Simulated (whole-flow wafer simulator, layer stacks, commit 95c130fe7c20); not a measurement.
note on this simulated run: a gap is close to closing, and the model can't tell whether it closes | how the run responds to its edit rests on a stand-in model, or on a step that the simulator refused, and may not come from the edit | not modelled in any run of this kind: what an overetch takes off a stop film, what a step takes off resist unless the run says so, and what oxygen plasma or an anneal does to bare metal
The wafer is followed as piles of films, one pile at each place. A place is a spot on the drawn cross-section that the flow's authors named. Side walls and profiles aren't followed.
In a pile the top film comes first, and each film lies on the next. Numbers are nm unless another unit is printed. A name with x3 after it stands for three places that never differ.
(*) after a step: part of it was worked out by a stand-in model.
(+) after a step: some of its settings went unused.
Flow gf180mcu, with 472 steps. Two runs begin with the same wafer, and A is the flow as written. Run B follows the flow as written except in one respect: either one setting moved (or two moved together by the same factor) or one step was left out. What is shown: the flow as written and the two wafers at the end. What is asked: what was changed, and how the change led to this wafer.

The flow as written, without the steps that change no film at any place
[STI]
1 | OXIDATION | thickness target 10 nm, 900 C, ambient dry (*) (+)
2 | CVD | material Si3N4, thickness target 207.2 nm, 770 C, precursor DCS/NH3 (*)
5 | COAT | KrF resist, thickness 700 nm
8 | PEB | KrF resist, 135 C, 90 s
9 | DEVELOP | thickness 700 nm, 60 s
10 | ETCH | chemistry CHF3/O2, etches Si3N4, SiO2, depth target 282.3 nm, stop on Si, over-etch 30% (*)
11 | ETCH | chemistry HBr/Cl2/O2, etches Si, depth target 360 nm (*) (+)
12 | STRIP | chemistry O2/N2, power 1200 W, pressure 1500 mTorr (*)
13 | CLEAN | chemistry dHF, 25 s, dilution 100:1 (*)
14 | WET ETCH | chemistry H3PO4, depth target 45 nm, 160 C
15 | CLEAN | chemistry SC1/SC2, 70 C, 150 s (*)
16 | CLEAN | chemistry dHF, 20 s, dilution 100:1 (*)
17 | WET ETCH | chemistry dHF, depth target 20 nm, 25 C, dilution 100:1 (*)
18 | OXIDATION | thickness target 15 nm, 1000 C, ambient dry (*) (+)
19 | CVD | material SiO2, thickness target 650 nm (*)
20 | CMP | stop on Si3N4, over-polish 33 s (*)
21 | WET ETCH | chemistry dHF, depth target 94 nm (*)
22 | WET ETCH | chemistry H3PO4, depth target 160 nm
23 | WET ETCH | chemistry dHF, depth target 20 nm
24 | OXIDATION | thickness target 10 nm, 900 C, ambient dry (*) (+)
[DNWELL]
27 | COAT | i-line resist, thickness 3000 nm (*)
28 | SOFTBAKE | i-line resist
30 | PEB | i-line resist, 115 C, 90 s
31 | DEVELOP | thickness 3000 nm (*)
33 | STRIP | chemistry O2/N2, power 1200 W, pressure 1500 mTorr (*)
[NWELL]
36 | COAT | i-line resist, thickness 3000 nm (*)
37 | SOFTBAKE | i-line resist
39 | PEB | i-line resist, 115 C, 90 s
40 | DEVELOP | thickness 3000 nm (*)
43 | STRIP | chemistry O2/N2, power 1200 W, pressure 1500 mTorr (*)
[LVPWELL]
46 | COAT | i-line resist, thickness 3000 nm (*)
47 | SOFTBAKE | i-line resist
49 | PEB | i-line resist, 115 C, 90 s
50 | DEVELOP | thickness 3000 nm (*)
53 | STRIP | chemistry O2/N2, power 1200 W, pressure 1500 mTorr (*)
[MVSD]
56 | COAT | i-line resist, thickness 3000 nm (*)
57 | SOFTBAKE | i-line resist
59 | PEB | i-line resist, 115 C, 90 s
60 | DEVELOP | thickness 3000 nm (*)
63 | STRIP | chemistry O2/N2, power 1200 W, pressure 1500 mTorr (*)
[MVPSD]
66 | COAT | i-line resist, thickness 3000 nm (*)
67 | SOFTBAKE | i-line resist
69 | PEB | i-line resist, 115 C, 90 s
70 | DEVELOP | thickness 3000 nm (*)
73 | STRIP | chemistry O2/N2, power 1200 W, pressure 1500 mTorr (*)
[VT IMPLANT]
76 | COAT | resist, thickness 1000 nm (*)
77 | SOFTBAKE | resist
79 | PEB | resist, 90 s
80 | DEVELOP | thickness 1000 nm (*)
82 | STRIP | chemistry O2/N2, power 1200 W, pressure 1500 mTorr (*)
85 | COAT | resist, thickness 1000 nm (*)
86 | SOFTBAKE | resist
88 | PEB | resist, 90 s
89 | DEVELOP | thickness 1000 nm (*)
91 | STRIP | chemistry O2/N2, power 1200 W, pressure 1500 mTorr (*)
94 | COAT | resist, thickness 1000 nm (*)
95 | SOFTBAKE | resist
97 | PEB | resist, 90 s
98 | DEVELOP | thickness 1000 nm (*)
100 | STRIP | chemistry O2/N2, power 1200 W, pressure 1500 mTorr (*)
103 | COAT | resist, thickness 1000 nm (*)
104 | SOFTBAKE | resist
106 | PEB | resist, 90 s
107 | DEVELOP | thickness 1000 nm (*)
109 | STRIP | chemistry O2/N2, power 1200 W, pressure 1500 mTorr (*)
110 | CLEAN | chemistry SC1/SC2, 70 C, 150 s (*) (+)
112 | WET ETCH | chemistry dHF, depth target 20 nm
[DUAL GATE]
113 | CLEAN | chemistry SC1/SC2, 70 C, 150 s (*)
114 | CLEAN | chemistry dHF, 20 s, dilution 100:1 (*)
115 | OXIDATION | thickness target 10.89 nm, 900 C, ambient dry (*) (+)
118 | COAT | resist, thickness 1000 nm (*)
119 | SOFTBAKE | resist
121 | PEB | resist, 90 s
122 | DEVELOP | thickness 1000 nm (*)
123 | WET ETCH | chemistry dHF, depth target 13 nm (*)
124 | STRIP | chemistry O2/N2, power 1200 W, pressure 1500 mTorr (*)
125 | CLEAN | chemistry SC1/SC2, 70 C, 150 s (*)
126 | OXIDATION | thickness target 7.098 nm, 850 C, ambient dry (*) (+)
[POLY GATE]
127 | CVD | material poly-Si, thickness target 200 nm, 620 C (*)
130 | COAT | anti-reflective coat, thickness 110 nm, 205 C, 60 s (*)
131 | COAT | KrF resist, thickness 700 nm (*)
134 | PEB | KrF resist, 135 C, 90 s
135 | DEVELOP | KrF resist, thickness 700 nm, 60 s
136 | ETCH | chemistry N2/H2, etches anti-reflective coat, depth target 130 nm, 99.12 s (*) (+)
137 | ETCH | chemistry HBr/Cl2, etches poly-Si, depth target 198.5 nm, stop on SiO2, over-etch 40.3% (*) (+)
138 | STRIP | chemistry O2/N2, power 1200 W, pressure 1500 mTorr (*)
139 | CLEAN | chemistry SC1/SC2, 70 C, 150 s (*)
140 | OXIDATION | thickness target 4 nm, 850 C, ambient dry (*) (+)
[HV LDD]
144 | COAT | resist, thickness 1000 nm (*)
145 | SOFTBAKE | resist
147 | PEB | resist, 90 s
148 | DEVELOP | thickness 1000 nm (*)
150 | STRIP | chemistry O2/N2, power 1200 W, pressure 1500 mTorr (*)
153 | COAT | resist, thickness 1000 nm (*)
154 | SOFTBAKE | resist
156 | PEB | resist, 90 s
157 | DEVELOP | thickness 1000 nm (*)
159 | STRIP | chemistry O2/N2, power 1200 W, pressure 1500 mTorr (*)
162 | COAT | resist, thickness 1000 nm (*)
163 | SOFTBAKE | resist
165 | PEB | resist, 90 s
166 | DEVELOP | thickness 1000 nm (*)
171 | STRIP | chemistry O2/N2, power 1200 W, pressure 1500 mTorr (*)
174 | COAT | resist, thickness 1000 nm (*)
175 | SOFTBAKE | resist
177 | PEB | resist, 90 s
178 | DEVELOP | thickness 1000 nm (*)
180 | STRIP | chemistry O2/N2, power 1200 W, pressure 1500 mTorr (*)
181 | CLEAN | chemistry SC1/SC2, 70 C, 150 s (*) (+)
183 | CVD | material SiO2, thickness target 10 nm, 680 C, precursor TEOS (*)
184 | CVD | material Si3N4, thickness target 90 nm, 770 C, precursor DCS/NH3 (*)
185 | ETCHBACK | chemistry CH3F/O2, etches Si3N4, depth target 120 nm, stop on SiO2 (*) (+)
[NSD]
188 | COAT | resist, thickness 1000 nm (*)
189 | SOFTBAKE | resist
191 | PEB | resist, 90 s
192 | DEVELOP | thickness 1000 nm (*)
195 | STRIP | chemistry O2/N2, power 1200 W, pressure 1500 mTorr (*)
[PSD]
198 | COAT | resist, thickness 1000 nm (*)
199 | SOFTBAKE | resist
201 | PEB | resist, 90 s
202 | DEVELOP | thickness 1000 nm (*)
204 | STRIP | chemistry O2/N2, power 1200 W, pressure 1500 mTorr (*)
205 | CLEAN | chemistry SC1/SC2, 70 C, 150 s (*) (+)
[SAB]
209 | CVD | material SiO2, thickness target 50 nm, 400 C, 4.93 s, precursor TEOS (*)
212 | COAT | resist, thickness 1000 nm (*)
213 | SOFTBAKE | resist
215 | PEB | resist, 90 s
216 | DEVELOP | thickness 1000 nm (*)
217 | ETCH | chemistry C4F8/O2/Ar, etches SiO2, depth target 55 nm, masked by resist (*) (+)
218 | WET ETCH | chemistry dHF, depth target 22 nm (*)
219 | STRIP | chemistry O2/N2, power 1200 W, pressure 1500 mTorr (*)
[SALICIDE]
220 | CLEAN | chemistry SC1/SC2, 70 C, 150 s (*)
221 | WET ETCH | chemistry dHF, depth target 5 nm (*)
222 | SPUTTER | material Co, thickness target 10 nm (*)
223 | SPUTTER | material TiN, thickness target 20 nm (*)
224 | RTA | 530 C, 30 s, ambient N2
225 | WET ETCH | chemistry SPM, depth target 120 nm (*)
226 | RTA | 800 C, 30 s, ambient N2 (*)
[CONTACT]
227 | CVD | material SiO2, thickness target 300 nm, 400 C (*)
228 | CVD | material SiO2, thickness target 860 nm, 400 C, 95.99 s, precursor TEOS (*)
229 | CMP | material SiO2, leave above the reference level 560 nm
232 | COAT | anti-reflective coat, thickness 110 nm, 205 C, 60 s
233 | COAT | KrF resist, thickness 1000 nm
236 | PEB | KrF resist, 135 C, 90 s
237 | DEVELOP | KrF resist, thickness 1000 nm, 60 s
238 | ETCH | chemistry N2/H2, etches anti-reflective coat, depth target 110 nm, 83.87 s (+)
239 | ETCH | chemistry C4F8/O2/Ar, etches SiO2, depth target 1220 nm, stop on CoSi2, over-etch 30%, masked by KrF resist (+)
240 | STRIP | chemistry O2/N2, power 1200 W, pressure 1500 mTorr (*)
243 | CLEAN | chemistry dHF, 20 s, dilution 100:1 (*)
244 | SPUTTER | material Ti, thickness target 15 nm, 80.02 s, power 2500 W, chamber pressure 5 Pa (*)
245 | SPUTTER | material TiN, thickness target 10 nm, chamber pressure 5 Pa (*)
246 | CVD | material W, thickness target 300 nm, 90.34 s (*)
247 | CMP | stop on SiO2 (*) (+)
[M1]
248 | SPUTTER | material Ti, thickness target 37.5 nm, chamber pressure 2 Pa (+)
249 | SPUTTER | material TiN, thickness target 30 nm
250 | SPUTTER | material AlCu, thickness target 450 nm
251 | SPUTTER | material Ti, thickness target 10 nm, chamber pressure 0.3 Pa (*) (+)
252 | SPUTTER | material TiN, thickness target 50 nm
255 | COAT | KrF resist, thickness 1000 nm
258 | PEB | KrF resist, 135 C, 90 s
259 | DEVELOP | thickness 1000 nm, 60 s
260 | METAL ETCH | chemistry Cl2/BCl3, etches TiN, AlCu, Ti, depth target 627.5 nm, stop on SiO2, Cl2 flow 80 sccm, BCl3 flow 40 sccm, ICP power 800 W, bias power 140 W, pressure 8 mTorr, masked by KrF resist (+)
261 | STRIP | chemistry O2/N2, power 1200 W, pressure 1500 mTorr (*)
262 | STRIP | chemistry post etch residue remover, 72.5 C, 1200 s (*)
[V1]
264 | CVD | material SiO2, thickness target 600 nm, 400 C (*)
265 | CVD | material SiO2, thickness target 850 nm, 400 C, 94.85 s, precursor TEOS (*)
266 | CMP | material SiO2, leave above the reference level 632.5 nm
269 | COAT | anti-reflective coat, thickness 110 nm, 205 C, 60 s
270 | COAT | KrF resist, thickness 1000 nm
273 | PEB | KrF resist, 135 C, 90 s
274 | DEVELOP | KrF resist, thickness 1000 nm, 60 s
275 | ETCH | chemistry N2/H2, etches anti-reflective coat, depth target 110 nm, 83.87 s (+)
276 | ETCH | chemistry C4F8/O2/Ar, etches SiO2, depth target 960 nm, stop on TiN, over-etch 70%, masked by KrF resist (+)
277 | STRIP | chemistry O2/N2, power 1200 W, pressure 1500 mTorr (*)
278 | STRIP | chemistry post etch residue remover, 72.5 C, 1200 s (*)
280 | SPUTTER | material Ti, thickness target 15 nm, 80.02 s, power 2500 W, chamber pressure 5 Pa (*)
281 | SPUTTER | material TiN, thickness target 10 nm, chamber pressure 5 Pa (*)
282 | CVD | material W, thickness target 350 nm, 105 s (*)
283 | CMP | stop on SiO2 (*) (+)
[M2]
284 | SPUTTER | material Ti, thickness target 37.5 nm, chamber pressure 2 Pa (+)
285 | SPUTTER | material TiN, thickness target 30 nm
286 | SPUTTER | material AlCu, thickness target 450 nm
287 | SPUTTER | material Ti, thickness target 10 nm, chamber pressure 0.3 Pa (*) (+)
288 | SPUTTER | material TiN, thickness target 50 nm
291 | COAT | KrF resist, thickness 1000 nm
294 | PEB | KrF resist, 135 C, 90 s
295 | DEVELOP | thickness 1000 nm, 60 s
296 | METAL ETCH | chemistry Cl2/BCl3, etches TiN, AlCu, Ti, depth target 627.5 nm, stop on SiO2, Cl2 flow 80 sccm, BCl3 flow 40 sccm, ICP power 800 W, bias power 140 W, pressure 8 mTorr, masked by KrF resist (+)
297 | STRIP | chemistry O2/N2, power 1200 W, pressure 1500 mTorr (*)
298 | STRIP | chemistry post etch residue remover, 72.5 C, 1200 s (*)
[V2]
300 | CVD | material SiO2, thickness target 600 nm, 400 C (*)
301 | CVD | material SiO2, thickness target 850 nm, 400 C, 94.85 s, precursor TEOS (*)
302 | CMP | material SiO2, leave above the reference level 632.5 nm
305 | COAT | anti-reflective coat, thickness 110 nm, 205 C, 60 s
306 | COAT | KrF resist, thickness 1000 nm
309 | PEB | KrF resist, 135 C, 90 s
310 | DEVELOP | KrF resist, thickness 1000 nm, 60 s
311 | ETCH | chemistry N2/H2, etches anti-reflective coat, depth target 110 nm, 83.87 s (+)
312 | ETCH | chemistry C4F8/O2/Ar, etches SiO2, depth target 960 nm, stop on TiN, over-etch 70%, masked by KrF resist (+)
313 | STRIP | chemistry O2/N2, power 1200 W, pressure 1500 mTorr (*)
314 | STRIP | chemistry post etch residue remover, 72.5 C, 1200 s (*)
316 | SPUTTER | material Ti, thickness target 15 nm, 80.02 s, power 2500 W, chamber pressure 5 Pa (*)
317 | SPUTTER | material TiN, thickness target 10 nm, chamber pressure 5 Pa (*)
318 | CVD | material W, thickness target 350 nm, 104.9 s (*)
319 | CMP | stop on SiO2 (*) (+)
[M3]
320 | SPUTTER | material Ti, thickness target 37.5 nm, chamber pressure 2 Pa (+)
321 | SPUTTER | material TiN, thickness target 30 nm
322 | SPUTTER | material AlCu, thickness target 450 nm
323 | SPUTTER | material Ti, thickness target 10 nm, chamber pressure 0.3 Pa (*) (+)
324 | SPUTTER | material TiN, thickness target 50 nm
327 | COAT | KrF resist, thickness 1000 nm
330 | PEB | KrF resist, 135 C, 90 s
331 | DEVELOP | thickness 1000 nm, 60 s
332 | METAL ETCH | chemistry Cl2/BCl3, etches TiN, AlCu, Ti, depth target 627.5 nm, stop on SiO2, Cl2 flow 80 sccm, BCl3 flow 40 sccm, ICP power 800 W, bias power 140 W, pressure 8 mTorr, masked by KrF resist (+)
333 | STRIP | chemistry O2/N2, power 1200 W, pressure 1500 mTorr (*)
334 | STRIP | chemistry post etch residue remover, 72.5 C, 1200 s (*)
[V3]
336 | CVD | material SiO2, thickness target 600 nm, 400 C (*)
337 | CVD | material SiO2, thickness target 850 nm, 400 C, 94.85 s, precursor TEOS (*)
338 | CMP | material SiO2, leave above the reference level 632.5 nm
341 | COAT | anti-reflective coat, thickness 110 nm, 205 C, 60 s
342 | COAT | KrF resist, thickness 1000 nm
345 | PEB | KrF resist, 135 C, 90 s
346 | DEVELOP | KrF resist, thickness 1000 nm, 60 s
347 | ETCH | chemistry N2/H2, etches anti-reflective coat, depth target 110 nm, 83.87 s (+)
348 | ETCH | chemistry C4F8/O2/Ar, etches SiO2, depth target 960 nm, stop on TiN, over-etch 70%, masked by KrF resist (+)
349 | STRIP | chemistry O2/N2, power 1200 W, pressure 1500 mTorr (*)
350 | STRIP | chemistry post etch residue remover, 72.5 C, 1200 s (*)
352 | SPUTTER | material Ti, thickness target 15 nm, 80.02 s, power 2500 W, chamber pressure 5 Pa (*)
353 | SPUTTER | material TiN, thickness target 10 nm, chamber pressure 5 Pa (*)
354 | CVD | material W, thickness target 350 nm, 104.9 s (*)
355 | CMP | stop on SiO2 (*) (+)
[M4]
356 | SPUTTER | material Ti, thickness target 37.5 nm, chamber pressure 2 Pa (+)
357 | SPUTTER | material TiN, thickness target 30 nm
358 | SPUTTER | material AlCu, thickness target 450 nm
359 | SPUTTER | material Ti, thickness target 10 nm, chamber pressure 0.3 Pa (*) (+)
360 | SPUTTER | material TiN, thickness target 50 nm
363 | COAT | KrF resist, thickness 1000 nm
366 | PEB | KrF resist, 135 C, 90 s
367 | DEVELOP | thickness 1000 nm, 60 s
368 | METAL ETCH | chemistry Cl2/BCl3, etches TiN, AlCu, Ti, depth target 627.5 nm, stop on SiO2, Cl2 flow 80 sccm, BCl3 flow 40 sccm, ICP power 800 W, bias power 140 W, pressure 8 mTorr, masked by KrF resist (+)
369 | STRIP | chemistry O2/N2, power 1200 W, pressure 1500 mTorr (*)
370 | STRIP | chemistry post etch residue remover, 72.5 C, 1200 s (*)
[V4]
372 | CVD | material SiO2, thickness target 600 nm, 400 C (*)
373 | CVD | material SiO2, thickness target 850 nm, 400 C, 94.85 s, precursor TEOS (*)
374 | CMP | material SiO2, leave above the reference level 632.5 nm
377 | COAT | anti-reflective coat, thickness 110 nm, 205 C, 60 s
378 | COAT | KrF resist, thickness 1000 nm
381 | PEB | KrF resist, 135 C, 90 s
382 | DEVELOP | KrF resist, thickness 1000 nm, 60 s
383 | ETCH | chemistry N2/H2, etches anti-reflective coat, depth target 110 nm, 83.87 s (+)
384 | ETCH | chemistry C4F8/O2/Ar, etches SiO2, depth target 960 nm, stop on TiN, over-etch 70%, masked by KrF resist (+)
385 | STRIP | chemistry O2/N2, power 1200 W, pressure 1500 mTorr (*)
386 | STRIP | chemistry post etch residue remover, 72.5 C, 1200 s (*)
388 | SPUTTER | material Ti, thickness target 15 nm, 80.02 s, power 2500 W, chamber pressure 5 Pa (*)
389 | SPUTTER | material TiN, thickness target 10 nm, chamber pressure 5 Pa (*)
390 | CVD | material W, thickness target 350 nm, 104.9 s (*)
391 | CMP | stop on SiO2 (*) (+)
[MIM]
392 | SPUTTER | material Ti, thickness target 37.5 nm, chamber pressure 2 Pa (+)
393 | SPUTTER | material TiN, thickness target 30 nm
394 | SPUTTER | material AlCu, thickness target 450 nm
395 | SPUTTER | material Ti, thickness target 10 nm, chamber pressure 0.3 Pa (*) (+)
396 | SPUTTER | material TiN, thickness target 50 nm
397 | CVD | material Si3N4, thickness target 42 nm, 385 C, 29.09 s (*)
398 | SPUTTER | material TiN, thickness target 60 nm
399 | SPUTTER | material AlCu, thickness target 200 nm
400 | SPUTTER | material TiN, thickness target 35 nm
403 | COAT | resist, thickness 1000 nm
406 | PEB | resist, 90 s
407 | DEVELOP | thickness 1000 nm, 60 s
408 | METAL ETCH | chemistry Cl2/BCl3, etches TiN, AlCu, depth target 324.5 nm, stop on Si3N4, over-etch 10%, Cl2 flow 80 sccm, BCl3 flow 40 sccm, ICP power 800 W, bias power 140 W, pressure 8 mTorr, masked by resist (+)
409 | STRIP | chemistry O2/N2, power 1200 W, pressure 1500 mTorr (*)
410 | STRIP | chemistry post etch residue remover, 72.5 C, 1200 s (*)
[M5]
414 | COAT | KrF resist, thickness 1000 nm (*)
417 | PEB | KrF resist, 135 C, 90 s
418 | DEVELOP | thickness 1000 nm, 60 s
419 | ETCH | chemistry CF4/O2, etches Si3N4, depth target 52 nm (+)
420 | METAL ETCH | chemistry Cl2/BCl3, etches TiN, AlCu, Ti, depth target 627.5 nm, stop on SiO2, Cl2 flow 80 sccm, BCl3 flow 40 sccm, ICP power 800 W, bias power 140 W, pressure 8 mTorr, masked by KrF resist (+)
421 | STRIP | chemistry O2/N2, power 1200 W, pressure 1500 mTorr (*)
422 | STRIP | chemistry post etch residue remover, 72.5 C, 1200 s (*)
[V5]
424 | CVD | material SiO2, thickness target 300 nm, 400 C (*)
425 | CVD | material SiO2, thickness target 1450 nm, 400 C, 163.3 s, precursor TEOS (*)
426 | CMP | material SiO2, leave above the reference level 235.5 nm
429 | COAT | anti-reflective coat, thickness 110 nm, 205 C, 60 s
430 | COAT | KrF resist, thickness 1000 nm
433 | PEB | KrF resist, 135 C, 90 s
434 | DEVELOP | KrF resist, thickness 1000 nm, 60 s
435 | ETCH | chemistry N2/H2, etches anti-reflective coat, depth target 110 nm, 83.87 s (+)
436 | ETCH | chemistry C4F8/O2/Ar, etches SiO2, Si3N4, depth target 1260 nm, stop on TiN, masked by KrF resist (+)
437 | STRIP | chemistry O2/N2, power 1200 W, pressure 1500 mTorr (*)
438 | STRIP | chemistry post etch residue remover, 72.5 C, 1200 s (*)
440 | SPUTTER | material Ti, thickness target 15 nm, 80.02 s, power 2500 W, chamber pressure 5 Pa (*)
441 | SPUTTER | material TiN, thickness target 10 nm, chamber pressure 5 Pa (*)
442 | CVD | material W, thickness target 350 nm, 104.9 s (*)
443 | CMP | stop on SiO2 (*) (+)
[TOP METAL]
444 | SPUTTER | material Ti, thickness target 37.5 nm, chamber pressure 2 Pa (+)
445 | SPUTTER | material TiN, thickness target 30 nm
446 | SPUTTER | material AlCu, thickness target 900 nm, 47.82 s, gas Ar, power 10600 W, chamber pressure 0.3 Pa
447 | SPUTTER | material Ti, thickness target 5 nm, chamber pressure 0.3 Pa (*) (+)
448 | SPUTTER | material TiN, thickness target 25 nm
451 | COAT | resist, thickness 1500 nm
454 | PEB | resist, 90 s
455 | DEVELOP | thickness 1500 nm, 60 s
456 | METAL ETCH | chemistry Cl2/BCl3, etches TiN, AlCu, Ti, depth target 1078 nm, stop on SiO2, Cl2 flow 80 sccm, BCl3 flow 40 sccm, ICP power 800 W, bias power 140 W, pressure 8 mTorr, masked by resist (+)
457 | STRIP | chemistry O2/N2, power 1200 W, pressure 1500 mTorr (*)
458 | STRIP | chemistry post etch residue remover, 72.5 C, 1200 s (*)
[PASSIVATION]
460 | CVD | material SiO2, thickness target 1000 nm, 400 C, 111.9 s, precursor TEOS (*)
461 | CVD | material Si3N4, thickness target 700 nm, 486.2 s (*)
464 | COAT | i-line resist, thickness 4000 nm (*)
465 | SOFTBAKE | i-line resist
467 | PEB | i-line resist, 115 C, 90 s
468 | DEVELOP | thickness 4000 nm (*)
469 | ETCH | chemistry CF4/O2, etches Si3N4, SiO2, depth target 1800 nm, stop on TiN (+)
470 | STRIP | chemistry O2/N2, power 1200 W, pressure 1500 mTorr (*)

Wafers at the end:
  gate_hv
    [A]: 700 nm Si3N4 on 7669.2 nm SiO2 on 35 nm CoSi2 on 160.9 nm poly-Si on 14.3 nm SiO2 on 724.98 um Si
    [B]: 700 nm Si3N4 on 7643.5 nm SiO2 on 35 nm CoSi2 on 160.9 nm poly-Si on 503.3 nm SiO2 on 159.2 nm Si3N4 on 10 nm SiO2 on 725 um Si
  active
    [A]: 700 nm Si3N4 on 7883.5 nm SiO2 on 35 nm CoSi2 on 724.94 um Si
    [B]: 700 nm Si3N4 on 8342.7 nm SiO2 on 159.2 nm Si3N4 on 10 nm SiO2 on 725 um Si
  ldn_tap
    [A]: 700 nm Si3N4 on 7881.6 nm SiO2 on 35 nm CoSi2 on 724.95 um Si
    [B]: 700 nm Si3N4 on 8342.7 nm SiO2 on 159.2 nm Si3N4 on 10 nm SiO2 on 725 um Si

Cause: step 20, CMP: stop on Si3N4, over-polish 33 s (*), was omitted.

The path from the change to this, step by step:
  21 | WET ETCH | chemistry dHF, depth target 94 nm (*)
      active, n_well, p_well and 40 more: A -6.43 Si3N4 | B -94 SiO2
  22 | WET ETCH | chemistry H3PO4, depth target 160 nm
      active, n_well, p_well and 40 more: A -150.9 Si3N4 (all of it), -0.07 SiO2 | B -1.67 SiO2
  23 | WET ETCH | chemistry dHF, depth target 20 nm
      active, n_well, p_well and 40 more: A -9.93 SiO2 (all of it) | B -26 SiO2
  24 | OXIDATION | thickness target 10 nm, 900 C, ambient dry (*) (+)
      active, n_well, p_well and 40 more: A +10 SiO2 (new film), -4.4 Si | B nothing
      m1, ld_fp_n, ld_drift_n and 8 more: A +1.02 SiO2, -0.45 Si | B +0.45 SiO2, -0.2 Si
  27 | COAT | i-line resist, thickness 3000 nm (*)
      p_well, spacer, sd_n: A +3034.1 i-line resist (new film) | B +2504 i-line resist (new film)
      field: A +2988.1 i-line resist (new film) | B +3068.6 i-line resist (new film)
      (as well as at 73 more places)
  28 | SOFTBAKE | i-line resist
      field_sub: A +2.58 i-line resist | B -46.9 i-line resist
      field_sub__w2: A -0.2 i-line resist | B +4.42 i-line resist
      (as well as at 75 more places)
  30 | PEB | i-line resist, 115 C, 90 s
      active_nat, ld_sd_n, ld_gate_n, ld_acc_n, ld_drn_n, ld_sd_p, ld_gate_p, ld_acc_p: A -34.6 i-line resist | B -30.3 i-line resist
      nw_enc_fld, ldn_out, ldp_fld, ldp_fld__w1, ldp_fld__w2: A -34.2 i-line resist | B -35.7 i-line resist
      (as well as at 64 more places)
  31 | DEVELOP | thickness 3000 nm (*)
      field_sub__w2: A -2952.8 i-line resist (all of it) | B -3208.2 i-line resist (all of it)
      field_sub__w3: A -2952.8 i-line resist (all of it) | B -3220.8 i-line resist (all of it)
      (as well as at 19 more places)
  33 | STRIP | chemistry O2/N2, power 1200 W, pressure 1500 mTorr (*)
      p_well, spacer, sd_n: A -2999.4 i-line resist (all of it) | B -2477.3 i-line resist (all of it)
      field: A -2956.9 i-line resist (all of it) | B -3065.6 i-line resist (all of it)
      (as well as at 52 more places)
  36 | COAT | i-line resist, thickness 3000 nm (*)
      p_well, spacer, sd_n: A +3034.1 i-line resist (new film) | B +2504 i-line resist (new film)
      field: A +2988.1 i-line resist (new film) | B +3068.6 i-line resist (new film)
      (as well as at 73 more places)
  37 | SOFTBAKE | i-line resist
      field_sub: A +2.58 i-line resist | B -46.9 i-line resist
      field_sub__w2: A -0.2 i-line resist | B +4.42 i-line resist
      (as well as at 75 more places)
  39 | PEB | i-line resist, 115 C, 90 s
      active_nat, ld_sd_n, ld_gate_n, ld_acc_n, ld_drn_n, ld_sd_p, ld_gate_p, ld_acc_p: A -34.6 i-line resist | B -30.3 i-line resist
      nw_enc_fld, ldn_out, ldp_fld, ldp_fld__w1, ldp_fld__w2: A -34.2 i-line resist | B -35.7 i-line resist
      (as well as at 64 more places)
  40 | DEVELOP | thickness 3000 nm (*)
      n_well: A -2988.4 i-line resist (all of it) | B -2681.2 i-line resist (all of it)
      sd_p: A -2988 i-line resist (all of it) | B -2684.8 i-line resist (all of it)
      (as well as at 20 more places)
  43 | STRIP | chemistry O2/N2, power 1200 W, pressure 1500 mTorr (*)
      p_well, spacer, sd_n: A -2999.4 i-line resist (all of it) | B -2477.3 i-line resist (all of it)
      field: A -2956.9 i-line resist (all of it) | B -3065.6 i-line resist (all of it)
      (as well as at 51 more places)
  46 | COAT | i-line resist, thickness 3000 nm (*)
      p_well, spacer, sd_n: A +3034.1 i-line resist (new film) | B +2504 i-line resist (new film)
      field: A +2988.1 i-line resist (new film) | B +3068.6 i-line resist (new film)
      (as well as at 73 more places)
  47 | SOFTBAKE | i-line resist
      field_sub: A +2.58 i-line resist | B -46.9 i-line resist
      field_sub__w2: A -0.2 i-line resist | B +4.42 i-line resist
      (as well as at 75 more places)
  ... 117 further steps ...
  266 | CMP | material SiO2, leave above the reference level 632.5 nm
      field, field__w5, field__w7 and 21 more: A -300 SiO2 | B -287.7 SiO2
      field_sub__w1, nw_enc_fld_lv__w1: A -300 SiO2 | B -291.5 SiO2
      (as well as at 3 more places)
Taking metal films that touch as one body, active has 0 bodies; the flow as written gives 1 body.
Taking metal films that touch as one body, ldn_tap has 0 bodies; the flow as written gives 1 body.
